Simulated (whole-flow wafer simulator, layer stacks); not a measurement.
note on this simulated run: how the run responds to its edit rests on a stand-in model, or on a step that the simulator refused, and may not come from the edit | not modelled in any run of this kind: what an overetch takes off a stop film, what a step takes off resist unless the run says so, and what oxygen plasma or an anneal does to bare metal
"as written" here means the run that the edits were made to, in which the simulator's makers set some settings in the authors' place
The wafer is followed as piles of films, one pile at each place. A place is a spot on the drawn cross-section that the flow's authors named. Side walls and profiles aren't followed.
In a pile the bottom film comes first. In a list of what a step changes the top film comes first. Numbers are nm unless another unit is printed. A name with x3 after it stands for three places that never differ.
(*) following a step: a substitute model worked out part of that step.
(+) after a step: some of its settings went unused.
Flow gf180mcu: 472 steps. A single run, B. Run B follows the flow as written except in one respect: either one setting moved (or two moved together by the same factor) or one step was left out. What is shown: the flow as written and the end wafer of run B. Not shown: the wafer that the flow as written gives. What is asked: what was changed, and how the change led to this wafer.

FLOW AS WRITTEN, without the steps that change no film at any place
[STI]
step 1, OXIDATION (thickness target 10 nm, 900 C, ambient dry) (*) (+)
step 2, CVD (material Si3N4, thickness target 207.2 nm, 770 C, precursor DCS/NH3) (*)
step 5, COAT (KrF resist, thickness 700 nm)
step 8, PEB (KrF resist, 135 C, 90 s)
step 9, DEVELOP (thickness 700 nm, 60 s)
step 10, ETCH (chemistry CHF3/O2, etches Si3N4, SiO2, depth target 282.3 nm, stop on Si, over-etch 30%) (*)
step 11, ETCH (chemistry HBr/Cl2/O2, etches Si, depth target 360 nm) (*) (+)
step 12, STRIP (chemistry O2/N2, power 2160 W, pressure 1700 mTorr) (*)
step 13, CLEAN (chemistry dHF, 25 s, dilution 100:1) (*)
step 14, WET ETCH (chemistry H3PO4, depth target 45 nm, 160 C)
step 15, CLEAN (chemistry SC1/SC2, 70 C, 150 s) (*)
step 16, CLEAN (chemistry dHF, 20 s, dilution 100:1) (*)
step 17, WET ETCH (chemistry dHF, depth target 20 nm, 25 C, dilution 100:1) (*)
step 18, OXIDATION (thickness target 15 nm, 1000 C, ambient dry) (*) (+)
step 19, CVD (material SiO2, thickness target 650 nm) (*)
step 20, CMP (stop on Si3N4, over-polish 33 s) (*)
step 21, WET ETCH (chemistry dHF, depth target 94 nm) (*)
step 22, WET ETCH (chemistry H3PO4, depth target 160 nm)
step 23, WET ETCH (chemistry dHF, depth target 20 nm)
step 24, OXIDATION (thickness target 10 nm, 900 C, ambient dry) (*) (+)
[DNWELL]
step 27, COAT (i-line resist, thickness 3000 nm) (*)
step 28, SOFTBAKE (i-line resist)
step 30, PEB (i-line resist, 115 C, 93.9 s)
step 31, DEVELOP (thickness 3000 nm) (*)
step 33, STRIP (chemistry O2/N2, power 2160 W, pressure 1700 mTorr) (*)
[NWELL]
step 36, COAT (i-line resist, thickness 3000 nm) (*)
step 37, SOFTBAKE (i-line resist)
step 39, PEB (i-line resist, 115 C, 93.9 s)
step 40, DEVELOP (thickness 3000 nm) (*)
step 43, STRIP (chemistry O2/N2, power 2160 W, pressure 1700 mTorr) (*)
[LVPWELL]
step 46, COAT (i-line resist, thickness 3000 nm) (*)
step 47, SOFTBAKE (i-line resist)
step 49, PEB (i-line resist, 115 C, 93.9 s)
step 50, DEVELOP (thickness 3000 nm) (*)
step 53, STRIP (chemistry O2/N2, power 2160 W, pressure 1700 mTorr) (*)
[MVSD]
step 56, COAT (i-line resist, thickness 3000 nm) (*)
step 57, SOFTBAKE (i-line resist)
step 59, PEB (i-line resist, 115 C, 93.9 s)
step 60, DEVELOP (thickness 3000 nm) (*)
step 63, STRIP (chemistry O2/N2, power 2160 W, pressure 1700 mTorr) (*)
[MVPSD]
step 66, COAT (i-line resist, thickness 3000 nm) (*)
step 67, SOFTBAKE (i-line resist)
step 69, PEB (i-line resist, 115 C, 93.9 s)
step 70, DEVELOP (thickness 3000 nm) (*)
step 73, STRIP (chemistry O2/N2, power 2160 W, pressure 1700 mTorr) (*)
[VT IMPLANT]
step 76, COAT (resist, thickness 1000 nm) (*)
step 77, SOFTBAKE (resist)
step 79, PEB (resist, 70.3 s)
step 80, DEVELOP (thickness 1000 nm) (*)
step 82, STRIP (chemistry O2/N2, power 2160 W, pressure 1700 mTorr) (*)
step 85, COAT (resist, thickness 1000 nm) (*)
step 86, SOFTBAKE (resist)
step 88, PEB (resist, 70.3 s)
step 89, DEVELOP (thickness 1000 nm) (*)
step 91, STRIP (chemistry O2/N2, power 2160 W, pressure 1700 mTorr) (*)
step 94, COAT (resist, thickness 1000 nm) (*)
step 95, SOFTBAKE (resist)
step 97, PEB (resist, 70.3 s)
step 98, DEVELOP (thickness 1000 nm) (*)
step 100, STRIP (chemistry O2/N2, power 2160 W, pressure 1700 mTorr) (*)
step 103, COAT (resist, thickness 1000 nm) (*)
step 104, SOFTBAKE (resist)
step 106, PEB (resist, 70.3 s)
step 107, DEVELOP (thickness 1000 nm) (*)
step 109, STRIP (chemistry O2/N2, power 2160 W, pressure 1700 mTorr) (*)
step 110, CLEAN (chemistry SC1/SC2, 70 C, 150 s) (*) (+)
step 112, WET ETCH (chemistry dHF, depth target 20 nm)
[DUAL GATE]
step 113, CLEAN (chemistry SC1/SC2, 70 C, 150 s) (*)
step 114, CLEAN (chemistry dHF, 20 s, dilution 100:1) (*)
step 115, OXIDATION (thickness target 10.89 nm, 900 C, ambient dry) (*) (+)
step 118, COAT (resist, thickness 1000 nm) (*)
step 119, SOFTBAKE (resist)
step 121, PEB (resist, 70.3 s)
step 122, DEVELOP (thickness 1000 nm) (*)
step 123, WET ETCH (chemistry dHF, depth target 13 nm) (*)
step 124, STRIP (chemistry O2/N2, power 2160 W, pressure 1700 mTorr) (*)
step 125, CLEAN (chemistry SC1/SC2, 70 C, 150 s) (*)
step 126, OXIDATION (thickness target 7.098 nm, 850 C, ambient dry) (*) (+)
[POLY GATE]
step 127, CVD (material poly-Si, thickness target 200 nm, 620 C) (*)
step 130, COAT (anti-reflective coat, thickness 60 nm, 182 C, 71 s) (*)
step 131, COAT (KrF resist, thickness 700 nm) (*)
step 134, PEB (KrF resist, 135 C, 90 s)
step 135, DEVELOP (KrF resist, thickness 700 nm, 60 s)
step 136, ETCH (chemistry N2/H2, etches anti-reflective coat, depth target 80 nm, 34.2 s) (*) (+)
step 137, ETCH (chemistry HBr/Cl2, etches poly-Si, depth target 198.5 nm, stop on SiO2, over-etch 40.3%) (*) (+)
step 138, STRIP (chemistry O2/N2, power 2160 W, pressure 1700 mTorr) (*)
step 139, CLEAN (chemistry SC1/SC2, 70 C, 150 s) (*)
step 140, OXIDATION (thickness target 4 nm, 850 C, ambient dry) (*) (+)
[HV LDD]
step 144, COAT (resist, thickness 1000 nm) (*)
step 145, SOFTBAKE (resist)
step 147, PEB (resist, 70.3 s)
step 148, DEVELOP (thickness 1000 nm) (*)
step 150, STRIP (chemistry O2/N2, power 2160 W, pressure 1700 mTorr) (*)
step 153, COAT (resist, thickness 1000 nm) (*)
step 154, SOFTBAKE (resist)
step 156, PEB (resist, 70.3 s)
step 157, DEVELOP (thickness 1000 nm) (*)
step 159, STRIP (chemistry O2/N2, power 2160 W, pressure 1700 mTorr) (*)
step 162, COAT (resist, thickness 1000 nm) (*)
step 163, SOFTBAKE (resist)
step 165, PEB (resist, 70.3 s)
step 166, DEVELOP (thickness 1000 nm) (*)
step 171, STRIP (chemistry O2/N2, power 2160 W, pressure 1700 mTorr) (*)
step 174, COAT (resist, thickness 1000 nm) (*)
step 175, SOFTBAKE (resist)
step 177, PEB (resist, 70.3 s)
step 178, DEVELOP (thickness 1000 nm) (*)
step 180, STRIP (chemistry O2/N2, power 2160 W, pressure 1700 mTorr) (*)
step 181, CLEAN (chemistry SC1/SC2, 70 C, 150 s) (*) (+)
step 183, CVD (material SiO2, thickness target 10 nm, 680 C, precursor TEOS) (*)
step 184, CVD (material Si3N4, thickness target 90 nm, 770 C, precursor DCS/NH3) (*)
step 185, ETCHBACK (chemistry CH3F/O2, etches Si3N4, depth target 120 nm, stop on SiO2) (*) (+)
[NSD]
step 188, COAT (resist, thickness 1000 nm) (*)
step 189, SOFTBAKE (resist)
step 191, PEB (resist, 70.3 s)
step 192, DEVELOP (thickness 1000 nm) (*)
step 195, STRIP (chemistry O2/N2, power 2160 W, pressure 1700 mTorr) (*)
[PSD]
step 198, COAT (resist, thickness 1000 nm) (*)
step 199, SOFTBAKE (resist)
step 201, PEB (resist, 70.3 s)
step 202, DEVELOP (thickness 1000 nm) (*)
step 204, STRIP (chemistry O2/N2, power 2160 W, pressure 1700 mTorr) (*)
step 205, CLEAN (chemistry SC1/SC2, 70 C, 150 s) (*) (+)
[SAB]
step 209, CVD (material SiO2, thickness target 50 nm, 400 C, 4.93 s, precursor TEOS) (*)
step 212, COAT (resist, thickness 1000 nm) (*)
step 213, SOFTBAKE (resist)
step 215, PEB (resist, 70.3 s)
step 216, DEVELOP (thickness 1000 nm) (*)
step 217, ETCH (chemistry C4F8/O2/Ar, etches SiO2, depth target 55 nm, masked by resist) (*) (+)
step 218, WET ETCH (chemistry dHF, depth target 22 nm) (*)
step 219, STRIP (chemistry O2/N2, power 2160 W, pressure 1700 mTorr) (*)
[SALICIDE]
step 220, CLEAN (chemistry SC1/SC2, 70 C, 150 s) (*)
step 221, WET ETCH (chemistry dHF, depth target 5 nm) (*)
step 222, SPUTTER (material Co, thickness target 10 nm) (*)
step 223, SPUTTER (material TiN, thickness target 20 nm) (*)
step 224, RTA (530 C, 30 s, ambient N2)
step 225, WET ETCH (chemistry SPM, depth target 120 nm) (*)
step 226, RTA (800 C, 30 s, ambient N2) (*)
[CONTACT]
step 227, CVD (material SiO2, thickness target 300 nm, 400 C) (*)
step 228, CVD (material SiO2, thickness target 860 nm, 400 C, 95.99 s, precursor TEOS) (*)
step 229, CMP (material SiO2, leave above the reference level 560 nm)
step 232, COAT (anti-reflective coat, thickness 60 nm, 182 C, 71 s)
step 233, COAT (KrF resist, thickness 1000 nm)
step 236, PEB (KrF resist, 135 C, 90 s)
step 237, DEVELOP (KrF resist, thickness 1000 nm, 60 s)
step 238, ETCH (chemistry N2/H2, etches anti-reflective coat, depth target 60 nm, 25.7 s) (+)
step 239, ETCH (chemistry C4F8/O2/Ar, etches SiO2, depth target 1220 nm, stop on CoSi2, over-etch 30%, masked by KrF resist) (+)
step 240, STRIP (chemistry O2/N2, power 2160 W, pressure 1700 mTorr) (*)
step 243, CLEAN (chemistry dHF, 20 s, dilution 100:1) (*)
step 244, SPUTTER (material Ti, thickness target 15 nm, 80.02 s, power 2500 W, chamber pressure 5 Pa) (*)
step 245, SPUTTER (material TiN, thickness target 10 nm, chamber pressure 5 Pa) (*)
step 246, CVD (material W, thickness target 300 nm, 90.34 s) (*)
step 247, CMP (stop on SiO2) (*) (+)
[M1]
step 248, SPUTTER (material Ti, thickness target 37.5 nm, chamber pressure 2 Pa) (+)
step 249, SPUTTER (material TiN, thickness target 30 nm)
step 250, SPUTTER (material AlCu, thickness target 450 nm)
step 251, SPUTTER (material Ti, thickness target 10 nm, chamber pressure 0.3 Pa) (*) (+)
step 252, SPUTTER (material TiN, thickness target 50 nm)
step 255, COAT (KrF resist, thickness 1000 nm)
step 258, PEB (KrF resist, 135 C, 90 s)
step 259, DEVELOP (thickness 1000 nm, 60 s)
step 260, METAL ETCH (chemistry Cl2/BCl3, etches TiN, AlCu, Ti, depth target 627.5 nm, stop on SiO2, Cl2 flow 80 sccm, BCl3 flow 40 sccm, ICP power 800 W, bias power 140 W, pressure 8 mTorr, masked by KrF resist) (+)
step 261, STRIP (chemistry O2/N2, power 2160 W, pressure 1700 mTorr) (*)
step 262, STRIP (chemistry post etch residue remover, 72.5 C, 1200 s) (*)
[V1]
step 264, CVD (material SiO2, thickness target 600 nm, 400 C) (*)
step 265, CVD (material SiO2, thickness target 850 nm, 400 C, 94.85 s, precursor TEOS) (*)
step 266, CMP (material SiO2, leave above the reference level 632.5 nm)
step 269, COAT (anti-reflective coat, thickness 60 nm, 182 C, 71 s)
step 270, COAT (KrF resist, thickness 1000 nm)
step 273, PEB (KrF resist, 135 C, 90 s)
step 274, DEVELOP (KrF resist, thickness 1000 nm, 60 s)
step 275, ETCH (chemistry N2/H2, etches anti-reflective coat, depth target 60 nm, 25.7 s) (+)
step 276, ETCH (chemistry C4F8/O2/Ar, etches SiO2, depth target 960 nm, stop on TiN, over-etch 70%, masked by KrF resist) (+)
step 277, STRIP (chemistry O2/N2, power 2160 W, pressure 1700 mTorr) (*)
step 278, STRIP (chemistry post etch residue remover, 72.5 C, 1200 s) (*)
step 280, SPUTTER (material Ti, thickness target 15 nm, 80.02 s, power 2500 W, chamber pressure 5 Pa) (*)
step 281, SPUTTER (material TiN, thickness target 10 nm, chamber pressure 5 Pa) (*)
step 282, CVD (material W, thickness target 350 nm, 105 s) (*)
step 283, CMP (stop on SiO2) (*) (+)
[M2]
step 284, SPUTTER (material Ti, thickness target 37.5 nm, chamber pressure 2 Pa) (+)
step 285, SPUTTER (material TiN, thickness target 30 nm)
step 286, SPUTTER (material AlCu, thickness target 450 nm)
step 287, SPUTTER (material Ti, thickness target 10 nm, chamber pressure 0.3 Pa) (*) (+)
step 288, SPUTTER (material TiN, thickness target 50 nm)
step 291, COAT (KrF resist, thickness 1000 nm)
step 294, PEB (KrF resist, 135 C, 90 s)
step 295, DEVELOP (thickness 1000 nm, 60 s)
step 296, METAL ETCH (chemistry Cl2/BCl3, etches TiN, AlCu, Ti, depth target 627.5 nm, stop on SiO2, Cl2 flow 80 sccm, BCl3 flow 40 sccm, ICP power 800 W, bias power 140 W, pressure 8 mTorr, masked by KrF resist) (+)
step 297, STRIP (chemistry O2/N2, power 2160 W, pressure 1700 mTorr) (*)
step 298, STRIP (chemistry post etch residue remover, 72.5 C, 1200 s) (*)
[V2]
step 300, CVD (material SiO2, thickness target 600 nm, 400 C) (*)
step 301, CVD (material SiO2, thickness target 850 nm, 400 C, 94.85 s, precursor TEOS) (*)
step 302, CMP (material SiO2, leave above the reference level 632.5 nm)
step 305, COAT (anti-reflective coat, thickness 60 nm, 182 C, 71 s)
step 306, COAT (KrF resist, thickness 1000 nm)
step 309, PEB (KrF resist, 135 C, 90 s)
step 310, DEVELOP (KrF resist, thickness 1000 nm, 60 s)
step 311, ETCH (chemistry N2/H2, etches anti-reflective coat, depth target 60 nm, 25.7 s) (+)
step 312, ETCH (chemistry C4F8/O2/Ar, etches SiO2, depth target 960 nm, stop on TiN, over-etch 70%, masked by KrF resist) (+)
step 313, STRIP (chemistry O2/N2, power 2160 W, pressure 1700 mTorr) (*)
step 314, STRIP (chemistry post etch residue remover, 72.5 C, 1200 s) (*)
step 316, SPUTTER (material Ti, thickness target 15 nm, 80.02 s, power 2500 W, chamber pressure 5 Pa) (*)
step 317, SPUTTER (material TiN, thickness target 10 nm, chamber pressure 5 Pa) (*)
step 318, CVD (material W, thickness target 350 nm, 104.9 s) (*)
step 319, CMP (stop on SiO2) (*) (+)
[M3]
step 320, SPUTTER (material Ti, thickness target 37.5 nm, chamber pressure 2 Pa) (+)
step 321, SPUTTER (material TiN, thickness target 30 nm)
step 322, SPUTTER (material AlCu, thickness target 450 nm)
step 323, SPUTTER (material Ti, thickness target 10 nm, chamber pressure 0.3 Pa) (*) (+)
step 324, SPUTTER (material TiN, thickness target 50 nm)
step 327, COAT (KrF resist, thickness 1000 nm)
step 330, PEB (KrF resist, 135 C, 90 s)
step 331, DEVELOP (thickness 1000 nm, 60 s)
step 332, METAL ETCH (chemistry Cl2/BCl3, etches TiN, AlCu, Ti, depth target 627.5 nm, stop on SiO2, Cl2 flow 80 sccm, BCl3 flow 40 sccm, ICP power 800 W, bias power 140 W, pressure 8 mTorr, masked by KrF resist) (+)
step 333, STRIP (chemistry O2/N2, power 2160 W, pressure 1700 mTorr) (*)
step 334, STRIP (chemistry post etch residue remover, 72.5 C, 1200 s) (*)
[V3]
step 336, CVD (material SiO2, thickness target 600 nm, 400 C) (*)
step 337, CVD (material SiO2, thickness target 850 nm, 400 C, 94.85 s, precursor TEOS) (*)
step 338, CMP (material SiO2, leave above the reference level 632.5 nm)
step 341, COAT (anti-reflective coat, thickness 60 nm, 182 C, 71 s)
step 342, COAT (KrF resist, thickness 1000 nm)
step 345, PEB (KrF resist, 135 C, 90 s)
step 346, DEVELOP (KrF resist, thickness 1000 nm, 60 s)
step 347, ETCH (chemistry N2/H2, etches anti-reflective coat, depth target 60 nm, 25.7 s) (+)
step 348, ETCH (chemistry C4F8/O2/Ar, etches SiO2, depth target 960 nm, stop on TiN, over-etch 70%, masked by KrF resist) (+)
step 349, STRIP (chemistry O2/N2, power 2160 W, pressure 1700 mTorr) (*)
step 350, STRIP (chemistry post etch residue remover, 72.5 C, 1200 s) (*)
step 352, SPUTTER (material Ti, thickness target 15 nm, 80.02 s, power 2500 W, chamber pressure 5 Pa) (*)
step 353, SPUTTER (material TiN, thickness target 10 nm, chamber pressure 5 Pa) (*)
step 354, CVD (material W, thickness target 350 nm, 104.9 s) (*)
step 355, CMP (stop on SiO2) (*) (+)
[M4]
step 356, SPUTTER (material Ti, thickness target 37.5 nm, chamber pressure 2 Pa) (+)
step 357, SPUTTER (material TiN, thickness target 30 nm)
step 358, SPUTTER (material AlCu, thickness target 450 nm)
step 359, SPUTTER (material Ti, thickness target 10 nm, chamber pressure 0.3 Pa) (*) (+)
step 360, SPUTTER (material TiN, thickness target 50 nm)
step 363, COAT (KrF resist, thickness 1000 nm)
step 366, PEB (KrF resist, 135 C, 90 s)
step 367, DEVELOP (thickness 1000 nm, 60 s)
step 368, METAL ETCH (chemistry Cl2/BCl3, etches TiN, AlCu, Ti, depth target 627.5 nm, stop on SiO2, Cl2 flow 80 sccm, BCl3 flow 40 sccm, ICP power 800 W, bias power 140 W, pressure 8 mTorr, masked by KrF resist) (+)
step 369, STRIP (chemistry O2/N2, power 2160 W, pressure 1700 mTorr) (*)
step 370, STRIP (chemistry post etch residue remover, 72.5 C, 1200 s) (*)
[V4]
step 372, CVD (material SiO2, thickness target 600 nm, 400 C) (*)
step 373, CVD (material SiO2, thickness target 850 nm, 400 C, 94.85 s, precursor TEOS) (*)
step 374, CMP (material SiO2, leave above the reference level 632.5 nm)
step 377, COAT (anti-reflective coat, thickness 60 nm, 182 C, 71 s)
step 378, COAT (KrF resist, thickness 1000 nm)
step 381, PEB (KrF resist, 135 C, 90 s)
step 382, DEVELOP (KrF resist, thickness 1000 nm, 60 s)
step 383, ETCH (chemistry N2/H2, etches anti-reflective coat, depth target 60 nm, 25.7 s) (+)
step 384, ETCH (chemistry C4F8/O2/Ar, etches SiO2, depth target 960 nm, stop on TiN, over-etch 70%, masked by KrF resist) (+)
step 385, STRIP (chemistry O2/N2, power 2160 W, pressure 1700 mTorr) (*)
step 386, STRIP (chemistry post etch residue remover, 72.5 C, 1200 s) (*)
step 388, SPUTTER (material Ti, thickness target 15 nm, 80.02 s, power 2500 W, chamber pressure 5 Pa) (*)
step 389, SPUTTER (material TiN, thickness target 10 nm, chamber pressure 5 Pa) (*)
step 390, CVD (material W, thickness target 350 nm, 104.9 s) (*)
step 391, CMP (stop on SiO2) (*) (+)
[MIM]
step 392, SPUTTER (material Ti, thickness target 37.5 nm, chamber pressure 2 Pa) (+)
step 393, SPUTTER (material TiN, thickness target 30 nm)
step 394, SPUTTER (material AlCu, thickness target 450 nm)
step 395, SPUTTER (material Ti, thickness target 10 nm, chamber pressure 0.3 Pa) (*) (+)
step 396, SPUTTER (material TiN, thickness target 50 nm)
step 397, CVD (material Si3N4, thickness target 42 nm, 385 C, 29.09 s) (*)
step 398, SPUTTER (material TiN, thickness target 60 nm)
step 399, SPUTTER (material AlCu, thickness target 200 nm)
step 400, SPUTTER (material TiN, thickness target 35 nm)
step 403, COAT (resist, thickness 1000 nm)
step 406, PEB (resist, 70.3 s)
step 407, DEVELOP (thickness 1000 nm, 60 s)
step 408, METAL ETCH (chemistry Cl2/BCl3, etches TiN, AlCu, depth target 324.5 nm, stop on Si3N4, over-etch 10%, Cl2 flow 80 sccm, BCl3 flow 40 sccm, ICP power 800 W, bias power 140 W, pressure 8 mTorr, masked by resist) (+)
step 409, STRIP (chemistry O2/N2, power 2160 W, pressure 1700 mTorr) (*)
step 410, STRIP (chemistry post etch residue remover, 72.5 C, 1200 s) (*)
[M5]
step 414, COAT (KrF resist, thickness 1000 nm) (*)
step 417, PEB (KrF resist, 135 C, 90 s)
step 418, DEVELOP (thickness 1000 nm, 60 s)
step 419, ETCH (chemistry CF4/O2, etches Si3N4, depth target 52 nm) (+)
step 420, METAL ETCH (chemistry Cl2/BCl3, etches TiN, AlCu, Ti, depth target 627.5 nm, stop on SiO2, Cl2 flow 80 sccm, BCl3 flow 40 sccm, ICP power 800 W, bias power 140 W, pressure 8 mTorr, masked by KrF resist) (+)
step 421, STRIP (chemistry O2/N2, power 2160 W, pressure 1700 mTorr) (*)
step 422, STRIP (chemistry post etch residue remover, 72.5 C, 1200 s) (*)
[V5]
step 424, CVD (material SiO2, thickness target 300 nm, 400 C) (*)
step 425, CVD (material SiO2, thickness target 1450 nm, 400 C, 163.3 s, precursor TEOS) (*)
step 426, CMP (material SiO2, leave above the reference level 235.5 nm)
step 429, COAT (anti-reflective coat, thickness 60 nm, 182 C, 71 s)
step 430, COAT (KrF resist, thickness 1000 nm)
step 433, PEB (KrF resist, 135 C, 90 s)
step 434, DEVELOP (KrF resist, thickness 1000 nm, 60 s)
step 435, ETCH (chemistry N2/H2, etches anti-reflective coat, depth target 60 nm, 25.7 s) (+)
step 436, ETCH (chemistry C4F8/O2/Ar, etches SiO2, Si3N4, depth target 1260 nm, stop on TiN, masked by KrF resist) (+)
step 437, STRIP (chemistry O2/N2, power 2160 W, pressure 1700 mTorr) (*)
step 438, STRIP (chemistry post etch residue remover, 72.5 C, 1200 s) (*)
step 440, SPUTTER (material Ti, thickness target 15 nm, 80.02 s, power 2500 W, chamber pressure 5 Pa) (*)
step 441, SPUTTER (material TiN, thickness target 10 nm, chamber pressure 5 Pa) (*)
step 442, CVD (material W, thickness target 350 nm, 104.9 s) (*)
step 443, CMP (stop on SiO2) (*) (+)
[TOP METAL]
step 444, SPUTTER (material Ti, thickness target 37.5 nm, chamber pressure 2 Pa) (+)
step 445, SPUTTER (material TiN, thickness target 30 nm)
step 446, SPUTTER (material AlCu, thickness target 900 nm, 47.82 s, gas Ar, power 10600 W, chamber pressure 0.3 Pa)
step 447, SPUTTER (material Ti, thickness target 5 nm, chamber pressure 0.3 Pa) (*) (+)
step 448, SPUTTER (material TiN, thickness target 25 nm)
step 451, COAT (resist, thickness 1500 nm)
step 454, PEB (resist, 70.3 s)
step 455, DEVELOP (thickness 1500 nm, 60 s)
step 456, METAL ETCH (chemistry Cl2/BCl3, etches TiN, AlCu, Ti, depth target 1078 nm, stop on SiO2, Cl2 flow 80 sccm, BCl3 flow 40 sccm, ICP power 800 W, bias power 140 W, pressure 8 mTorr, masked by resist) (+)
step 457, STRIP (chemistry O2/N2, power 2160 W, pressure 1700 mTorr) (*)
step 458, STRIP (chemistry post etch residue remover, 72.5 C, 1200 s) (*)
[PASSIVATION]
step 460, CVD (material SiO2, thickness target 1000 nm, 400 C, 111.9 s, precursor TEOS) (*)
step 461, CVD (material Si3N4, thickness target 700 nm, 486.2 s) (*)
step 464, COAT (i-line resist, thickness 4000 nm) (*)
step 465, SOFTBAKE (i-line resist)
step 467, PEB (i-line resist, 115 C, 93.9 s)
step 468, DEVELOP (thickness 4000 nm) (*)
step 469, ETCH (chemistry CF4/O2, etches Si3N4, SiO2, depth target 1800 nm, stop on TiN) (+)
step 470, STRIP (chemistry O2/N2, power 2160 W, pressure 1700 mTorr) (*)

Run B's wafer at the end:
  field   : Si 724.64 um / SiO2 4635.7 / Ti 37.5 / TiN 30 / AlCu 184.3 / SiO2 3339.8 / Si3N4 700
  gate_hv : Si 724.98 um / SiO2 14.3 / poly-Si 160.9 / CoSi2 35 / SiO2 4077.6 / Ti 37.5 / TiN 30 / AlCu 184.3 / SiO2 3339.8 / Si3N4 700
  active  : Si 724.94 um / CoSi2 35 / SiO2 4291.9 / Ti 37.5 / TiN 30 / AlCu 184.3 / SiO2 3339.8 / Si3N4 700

What caused this: step 368, METAL ETCH: depth target 320 nm was run, whereas the flow has depth target 627.5 nm.

Step by step, how the change led to this:
  step 368, METAL ETCH (chemistry Cl2/BCl3, etches TiN, AlCu, Ti, depth target 627.5 nm, stop on SiO2, Cl2 flow 80 sccm, BCl3 flow 40 sccm, ICP power 800 W, bias power 140 W, pressure 8 mTorr, masked by KrF resist) (+)
      field, field__w1, field__w2 and 103 more: TiN loses 50 (all of it), Ti loses 10 (all of it), AlCu loses 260 (it would be, as written: TiN loses 50 (all of it), Ti loses 10 (all of it), AlCu loses 450 (all of it), TiN loses 30 (all of it), Ti loses 37.5 (all of it))
      field__w8, contact, m1, m1__w1, m1_nw: KrF resist loses 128 (it would be, as written: KrF resist loses 251)
  step 369, STRIP (chemistry O2/N2, power 2160 W, pressure 1700 mTorr) (*)
      field__w8, contact, m1, m1__w1, m1_nw: KrF resist loses 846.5 (all of it) (it would be, as written: KrF resist loses 723.5 (all of it))
  step 370, STRIP (chemistry post etch residue remover, 72.5 C, 1200 s) (*)
      field, field__w1, field__w2 and 103 more: AlCu loses 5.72 (it would be, as written: nothing)
  step 372, CVD (material SiO2, thickness target 600 nm, 400 C) (*)
      field, field__w1, field__w2 and 103 more: SiO2 gains 600 (new film) (it would be, as written: SiO2 gains 600)
  step 374, CMP (material SiO2, leave above the reference level 632.5 nm)
      field, field__w1, field__w2 and 103 more: SiO2 loses 551.8 (it would be, as written: SiO2 loses 300)
Taking metal films that touch as one body, field has 1 body; the flow as written gives 0 bodies.
Taking metal films that touch as one body, gate_hv has 2 bodies (between them, from the top down: SiO2 4077.6); the flow as written gives 1 body.
Taking metal films that touch as one body, active has 2 bodies (between them, from the top down: SiO2 4291.9); the flow as written gives 1 body.
